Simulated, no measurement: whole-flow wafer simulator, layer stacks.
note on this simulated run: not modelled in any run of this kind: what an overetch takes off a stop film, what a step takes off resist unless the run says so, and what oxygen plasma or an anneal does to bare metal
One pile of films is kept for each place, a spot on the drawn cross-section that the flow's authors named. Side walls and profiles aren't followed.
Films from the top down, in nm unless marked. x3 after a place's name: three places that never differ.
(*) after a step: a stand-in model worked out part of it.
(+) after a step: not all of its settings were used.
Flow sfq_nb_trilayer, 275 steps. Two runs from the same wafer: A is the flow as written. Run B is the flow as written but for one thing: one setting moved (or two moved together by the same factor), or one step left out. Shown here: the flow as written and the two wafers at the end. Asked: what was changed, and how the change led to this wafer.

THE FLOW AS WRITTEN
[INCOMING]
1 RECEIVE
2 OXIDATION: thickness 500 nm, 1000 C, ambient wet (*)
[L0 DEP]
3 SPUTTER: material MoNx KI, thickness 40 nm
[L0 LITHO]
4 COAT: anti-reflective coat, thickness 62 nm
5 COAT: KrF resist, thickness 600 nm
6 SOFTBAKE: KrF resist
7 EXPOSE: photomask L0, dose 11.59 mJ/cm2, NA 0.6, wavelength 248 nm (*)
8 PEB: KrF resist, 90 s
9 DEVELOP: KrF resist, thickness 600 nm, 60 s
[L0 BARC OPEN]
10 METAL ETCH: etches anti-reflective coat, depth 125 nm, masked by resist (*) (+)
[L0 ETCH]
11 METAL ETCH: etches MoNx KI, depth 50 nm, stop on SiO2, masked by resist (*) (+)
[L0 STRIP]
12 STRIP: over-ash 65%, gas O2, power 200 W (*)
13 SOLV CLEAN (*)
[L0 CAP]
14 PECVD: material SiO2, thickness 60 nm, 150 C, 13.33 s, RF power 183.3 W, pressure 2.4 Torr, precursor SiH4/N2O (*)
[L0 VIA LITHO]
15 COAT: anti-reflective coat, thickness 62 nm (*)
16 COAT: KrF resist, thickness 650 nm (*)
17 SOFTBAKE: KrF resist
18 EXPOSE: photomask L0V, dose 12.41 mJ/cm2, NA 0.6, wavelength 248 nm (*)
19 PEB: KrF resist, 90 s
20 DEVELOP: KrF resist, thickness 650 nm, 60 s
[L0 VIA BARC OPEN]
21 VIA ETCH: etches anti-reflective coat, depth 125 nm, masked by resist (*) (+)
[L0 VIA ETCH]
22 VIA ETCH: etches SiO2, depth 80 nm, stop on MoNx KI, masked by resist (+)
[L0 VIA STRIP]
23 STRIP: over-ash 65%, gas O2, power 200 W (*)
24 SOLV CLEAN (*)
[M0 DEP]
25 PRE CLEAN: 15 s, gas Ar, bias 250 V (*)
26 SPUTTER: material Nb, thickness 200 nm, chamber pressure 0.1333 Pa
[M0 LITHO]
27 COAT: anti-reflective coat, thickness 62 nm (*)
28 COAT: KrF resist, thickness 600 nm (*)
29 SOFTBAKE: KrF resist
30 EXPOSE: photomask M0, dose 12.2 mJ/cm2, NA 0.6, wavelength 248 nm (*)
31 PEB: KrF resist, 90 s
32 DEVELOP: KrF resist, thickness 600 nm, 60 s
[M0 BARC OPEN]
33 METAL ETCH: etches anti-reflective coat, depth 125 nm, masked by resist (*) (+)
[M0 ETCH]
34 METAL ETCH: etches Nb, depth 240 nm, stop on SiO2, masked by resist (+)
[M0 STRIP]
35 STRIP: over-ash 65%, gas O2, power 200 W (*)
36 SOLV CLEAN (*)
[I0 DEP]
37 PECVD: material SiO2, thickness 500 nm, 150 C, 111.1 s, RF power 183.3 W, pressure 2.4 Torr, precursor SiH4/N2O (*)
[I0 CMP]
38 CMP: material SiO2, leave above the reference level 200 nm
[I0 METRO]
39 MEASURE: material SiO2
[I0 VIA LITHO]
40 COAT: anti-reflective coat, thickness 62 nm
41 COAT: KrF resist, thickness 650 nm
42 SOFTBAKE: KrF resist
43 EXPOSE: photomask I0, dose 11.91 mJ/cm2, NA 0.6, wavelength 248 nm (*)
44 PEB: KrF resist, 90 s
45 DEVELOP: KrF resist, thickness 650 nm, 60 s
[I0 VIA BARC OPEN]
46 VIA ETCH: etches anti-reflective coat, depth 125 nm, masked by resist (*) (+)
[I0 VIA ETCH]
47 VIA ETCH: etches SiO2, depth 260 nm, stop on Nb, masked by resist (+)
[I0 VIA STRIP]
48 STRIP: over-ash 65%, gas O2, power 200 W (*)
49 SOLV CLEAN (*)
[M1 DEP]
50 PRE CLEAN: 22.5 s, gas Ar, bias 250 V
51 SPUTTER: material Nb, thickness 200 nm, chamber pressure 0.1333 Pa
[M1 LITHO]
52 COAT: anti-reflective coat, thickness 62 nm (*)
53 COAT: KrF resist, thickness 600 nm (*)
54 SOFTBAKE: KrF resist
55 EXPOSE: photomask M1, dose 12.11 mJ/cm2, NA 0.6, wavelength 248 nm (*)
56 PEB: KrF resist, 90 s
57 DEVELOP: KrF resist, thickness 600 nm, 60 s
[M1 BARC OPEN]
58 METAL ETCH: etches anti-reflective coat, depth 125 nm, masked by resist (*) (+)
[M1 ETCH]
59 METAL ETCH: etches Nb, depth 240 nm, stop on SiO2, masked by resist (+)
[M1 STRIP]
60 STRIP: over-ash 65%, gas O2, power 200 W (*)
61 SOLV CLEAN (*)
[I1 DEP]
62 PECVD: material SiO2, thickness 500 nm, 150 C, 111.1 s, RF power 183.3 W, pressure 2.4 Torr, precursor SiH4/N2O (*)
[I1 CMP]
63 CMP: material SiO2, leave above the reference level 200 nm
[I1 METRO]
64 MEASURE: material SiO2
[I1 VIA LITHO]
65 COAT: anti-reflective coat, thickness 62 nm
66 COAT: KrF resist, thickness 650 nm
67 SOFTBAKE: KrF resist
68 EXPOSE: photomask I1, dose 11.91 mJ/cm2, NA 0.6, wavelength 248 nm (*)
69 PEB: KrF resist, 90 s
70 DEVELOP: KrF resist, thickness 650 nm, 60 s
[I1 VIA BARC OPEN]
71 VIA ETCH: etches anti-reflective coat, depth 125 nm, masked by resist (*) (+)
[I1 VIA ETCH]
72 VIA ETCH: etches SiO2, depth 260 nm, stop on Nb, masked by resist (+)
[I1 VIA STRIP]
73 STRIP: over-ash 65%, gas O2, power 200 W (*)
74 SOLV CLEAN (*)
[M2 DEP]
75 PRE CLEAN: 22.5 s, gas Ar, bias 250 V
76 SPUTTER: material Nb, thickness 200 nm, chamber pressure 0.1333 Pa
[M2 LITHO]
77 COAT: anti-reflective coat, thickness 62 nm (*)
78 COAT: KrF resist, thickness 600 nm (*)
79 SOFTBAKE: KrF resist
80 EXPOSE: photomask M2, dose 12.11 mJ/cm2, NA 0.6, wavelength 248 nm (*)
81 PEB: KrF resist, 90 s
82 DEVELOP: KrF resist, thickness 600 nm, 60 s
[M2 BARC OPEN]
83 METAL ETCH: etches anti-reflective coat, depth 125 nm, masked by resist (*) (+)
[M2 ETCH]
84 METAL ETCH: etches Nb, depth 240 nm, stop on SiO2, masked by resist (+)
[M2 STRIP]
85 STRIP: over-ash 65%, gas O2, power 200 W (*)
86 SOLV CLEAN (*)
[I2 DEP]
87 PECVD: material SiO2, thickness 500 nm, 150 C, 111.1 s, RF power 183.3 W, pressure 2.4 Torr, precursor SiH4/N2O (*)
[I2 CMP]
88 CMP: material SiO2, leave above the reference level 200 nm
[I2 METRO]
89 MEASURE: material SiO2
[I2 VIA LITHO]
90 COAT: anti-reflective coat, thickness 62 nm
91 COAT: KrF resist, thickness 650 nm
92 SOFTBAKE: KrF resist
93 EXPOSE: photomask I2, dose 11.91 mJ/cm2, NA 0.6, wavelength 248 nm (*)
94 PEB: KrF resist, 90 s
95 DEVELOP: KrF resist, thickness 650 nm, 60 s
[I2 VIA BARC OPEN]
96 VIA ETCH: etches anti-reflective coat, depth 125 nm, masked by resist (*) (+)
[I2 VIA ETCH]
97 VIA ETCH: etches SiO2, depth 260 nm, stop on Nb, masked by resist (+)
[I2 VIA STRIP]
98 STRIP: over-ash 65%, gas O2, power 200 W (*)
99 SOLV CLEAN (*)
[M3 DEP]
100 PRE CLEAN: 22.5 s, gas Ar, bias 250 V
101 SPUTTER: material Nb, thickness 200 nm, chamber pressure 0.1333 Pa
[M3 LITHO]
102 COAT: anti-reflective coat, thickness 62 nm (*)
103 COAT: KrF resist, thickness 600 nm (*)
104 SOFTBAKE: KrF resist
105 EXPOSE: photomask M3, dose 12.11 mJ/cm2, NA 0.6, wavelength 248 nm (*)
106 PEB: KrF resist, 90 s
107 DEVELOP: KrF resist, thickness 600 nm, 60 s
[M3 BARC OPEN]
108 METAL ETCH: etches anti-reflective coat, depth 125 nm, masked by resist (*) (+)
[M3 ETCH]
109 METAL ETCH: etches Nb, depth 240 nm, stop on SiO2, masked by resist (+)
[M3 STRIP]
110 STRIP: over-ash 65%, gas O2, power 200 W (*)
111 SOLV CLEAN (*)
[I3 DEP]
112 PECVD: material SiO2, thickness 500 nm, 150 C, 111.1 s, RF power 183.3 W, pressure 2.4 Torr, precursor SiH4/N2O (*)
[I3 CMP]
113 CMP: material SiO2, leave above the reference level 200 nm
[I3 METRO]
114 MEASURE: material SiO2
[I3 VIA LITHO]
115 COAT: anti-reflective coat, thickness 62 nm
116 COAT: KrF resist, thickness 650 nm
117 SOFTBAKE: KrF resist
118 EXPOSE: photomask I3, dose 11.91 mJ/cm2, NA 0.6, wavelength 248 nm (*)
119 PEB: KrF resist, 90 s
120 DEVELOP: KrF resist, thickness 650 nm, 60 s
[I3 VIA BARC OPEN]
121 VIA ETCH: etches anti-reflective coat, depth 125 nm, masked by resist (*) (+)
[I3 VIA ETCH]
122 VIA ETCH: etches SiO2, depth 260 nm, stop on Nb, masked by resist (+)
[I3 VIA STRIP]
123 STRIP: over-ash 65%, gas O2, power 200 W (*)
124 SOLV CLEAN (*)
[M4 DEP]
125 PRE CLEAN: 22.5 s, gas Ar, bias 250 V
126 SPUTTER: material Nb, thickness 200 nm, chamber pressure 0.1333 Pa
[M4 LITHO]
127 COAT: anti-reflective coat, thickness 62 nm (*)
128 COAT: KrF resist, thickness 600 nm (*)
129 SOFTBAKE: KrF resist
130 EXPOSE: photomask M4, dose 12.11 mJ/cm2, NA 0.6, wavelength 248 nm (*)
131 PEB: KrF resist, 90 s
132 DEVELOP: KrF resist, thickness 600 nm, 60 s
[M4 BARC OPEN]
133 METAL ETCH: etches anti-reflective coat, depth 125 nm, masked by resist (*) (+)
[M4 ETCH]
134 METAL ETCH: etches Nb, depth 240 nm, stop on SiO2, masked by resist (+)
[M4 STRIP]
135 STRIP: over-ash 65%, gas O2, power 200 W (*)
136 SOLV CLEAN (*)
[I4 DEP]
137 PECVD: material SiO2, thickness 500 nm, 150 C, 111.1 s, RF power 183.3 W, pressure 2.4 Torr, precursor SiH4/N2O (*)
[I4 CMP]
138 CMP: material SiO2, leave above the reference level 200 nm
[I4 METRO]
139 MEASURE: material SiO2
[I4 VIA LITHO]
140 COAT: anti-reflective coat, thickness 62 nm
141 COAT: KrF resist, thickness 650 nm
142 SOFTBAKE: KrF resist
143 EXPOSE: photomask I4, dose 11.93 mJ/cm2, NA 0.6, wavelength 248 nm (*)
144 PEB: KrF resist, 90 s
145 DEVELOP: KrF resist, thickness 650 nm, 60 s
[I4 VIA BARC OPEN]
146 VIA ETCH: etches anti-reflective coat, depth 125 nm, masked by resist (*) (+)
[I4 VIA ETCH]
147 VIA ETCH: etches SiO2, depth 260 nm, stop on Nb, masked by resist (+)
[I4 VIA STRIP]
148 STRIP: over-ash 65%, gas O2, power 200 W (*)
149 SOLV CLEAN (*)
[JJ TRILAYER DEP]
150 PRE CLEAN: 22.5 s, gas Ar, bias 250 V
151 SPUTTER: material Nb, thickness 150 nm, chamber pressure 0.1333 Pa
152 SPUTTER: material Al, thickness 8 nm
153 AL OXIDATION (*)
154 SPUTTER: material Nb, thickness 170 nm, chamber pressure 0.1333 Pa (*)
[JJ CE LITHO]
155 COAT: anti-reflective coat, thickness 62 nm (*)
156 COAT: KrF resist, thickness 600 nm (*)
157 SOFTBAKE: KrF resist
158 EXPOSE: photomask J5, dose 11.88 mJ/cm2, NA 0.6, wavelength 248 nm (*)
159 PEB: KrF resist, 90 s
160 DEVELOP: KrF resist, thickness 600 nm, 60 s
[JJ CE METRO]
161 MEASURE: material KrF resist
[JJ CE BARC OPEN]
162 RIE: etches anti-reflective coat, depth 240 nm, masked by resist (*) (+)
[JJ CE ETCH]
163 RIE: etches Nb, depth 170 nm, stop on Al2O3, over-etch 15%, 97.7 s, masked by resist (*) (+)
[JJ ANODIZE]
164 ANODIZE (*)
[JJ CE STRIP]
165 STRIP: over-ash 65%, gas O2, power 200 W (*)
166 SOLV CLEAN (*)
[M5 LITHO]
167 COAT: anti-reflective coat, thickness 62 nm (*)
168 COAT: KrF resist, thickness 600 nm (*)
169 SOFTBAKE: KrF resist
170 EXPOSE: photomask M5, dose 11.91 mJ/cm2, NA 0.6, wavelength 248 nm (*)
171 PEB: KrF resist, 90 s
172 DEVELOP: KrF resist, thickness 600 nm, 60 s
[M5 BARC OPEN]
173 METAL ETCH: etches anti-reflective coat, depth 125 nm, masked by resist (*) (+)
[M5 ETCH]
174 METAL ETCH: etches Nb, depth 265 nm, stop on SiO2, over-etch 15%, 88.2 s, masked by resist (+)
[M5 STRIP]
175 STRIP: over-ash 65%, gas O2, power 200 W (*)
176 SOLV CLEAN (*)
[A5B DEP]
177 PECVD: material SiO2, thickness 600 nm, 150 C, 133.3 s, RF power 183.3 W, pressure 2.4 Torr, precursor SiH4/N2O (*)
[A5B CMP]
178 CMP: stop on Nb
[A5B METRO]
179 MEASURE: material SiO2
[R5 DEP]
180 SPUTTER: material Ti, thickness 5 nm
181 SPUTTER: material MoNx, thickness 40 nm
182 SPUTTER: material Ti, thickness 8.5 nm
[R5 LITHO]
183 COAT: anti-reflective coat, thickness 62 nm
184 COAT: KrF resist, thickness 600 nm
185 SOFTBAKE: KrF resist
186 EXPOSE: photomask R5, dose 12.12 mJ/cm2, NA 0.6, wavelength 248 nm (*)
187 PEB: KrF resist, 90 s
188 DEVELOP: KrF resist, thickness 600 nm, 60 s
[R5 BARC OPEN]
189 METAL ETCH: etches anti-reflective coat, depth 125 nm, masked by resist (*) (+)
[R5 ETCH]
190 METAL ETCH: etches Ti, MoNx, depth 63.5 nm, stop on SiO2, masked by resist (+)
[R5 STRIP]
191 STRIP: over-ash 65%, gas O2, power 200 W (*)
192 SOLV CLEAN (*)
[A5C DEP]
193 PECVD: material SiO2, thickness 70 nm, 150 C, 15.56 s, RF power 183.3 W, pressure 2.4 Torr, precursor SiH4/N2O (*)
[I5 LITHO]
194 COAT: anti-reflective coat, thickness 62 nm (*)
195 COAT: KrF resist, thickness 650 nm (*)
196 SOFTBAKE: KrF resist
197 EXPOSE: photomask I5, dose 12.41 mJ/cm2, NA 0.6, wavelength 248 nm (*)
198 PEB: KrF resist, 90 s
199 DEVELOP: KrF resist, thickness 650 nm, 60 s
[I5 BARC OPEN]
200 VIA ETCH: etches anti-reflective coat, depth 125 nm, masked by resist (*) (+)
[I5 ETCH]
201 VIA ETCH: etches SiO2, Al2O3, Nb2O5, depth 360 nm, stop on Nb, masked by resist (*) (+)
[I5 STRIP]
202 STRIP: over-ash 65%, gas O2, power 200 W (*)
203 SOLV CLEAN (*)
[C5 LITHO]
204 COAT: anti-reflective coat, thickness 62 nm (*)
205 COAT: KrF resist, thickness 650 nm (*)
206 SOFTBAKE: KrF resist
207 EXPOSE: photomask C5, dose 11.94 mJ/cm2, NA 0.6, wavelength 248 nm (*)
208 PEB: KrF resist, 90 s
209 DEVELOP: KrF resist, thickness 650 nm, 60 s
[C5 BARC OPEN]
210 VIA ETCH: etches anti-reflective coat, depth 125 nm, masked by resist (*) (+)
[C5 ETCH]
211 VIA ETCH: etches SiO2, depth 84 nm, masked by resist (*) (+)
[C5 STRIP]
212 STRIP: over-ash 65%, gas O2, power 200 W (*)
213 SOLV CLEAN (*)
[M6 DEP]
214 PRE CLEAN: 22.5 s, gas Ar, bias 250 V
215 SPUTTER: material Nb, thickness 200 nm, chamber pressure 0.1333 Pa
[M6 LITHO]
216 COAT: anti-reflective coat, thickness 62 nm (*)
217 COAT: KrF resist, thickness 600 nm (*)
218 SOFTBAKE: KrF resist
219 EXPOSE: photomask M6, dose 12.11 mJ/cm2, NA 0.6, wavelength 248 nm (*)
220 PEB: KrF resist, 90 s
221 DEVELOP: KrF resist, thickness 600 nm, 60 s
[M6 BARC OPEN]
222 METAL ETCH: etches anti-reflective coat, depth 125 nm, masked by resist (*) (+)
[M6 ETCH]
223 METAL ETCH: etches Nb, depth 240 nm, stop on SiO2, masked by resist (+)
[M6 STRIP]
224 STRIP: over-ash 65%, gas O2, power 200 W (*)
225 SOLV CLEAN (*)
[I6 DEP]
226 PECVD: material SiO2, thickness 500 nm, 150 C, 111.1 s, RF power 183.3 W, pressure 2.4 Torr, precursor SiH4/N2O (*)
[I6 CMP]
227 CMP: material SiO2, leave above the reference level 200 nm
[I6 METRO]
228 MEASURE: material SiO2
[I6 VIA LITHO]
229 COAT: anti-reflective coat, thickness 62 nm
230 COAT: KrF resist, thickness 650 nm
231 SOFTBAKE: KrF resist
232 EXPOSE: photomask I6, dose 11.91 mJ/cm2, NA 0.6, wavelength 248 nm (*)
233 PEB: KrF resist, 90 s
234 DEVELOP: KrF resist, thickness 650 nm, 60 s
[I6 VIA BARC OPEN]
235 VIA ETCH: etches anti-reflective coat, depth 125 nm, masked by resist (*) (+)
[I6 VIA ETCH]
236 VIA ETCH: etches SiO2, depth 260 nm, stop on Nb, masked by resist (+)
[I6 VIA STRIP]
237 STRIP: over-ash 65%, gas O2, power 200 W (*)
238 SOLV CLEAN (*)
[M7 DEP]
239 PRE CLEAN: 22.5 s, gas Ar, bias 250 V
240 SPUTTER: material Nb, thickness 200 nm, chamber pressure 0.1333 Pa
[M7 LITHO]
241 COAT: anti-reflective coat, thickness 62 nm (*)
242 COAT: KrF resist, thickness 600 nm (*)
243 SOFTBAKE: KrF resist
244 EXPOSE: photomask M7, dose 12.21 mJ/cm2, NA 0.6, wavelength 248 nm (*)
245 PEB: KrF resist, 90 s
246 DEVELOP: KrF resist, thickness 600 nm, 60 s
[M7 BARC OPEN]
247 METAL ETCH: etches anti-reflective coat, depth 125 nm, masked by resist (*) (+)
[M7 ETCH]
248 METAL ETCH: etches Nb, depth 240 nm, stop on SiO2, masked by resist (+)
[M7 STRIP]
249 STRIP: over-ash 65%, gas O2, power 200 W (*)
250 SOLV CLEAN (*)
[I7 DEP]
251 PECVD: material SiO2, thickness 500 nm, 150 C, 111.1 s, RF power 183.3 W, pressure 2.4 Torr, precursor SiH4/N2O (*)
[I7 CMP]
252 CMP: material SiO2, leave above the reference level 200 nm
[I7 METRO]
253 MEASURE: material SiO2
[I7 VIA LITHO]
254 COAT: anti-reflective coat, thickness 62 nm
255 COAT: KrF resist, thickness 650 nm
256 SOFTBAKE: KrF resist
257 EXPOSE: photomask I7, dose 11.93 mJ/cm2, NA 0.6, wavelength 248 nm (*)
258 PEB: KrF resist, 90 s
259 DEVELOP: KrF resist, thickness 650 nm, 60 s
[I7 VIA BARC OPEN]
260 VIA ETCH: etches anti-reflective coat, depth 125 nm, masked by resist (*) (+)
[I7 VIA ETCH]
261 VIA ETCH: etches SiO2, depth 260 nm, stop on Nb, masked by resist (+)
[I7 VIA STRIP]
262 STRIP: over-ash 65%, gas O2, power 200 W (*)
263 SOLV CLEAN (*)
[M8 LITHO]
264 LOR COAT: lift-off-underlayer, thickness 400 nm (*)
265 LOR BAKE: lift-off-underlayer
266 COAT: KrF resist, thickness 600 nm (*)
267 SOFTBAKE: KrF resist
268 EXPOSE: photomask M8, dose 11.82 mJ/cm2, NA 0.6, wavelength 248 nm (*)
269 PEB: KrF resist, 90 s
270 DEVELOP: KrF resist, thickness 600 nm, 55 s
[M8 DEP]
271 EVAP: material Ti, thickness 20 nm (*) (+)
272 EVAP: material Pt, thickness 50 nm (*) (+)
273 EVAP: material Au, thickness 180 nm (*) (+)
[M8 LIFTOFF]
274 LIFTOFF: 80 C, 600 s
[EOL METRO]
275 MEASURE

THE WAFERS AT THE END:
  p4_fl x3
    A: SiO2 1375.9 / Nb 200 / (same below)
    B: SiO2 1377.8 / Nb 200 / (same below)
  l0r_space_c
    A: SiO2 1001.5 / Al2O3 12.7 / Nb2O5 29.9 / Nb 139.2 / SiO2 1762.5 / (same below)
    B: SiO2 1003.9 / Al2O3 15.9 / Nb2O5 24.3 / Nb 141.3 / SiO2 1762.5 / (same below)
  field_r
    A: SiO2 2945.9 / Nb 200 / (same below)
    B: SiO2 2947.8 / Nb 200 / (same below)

The cause: step 152, SPUTTER: thickness 9.92 nm was run, where the flow has thickness 8 nm.

How the change led to this, step by step:
  152 SPUTTER: material Al, thickness 8 nm
      field_l, v_sur, via_sp and 100 more: A Al +8 (new film) | B Al +9.92 (new film)
      via_wl, via_wr: A Al +5.14 (new film) | B Al +6.37 (new film)
      (and at 1 more place)
  164 ANODIZE (*)
      field_l, v_sur, via_sp and 96 more: A Al2O3 +12.2, Nb2O5 +29.9 (new film), Al -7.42 (all of it), Nb -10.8 | B Al2O3 +15.4, Nb2O5 +24.3 (new film), Al -9.34 (all of it), Nb -8.74
      via_wl, via_wr: A Al2O3 +7.52 (new film), Nb2O5 +39.2 (new film), Al -4.56 (all of it), Nb -14.1 | B Al2O3 +9.56 (new film), Nb2O5 +35.5 (new film), Al -5.79 (all of it), Nb -12.8
      (and at 1 more place)
  174 METAL ETCH: etches Nb, depth 265 nm, stop on SiO2, over-etch 15%, 88.2 s, masked by resist (+)
      field_l, r_sur, res and 50 more: A Al2O3 -12.6 (all of it), Nb2O5 -29.9 (all of it), Nb -139.2 (all of it), SiO2 -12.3 | B Al2O3 -15.8 (all of it), Nb2O5 -24.3 (all of it), Nb -141.3 (all of it), SiO2 -12.3
  201 VIA ETCH: etches SiO2, Al2O3, Nb2O5, depth 360 nm, stop on Nb, masked by resist (*) (+)
      be: A SiO2 -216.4 (all of it), Al2O3 -12.7 (all of it), Nb2O5 -29.9 (all of it) | B SiO2 -218.7 (all of it), Al2O3 -15.9 (all of it), Nb2O5 -24.3 (all of it)
